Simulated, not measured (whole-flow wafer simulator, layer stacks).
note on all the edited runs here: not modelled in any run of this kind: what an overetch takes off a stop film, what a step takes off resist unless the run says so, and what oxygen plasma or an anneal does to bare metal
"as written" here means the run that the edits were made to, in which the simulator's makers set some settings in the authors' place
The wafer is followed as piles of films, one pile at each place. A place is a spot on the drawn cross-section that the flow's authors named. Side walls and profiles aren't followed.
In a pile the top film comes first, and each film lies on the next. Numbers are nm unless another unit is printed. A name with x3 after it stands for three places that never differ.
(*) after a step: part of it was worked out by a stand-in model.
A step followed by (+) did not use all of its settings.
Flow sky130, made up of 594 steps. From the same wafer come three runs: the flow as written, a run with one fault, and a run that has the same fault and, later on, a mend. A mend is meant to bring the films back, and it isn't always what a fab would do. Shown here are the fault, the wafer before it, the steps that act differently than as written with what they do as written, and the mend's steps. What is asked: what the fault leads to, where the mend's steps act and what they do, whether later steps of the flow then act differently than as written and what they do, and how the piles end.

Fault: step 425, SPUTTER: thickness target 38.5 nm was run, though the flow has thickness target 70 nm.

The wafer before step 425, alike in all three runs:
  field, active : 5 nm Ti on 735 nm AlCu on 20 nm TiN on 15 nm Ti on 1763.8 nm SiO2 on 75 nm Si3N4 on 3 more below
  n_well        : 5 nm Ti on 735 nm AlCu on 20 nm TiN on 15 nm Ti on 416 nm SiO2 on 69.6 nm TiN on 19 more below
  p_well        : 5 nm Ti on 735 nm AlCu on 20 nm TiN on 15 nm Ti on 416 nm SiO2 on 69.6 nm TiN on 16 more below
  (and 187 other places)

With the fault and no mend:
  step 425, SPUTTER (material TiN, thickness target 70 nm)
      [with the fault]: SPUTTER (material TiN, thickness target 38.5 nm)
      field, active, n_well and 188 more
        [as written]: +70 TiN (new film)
        [with the fault]: +38.5 TiN (new film)
  Later steps of the flow acting differently than as written (7 other steps are not shown; they differ only slightly, by no more than 2% or 0.5 nm, whichever is larger):
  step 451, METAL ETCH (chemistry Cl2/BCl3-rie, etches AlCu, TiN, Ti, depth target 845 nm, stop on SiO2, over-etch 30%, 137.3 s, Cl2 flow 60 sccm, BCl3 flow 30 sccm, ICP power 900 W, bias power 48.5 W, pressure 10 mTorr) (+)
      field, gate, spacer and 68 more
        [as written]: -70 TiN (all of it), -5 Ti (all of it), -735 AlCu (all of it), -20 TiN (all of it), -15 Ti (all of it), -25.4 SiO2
        [with the fault]: -38.5 TiN (all of it), -5 Ti (all of it), -735 AlCu (all of it), -20 TiN (all of it), -15 Ti (all of it), -28.5 SiO2
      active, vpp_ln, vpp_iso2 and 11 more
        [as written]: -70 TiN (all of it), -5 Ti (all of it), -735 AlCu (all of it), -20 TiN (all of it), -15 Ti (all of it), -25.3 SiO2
        [with the fault]: -38.5 TiN (all of it), -5 Ti (all of it), -735 AlCu (all of it), -20 TiN (all of it), -15 Ti (all of it), -28.5 SiO2
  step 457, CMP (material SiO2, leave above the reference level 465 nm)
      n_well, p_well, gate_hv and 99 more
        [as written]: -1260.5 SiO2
        [with the fault]: -1229 SiO2
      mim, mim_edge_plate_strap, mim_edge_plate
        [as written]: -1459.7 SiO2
        [with the fault]: -1428.2 SiO2
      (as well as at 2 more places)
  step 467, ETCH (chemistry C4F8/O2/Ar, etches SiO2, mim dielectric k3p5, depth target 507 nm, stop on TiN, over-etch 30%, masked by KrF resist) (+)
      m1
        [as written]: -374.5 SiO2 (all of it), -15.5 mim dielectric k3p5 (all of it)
        [with the fault]: -406 SiO2 (all of it), -15.5 mim dielectric k3p5 (all of it)
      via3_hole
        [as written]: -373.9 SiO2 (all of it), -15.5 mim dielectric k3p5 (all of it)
        [with the fault]: -405.4 SiO2 (all of it), -15.5 mim dielectric k3p5 (all of it)
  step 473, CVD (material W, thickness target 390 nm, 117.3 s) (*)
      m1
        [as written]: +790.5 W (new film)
        [with the fault]: +822.4 W (new film)
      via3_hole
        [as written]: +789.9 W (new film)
        [with the fault]: +821.8 W (new film)
  By the end, the piles at n_well, p_well, gate_hv and 104 more depart from the flow's by more than 2% or 0.5 nm, whichever is larger.
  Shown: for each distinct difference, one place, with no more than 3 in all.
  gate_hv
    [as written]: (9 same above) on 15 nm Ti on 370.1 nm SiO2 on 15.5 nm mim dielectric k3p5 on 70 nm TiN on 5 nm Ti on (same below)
    [with the fault]: (9 same above) on 15 nm Ti on 401.6 nm SiO2 on 15.5 nm mim dielectric k3p5 on 38.5 nm TiN on 5 nm Ti on (same below)
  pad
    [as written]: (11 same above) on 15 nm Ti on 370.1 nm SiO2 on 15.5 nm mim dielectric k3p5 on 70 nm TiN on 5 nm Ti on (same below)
    [with the fault]: (11 same above) on 15 nm Ti on 401.6 nm SiO2 on 15.5 nm mim dielectric k3p5 on 38.5 nm TiN on 5 nm Ti on (same below)
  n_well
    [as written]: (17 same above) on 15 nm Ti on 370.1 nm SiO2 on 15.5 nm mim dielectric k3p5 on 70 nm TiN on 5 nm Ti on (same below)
    [with the fault]: (17 same above) on 15 nm Ti on 401.6 nm SiO2 on 15.5 nm mim dielectric k3p5 on 38.5 nm TiN on 5 nm Ti on (same below)

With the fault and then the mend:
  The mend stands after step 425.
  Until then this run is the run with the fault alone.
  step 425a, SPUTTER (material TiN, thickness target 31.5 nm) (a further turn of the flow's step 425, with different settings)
      field, active, n_well and 188 more
        +31.5 TiN
  None of the later steps of the flow acts differently than as written at any place that is followed.
  By the end, the piles equal the flow's at every place that both follow.
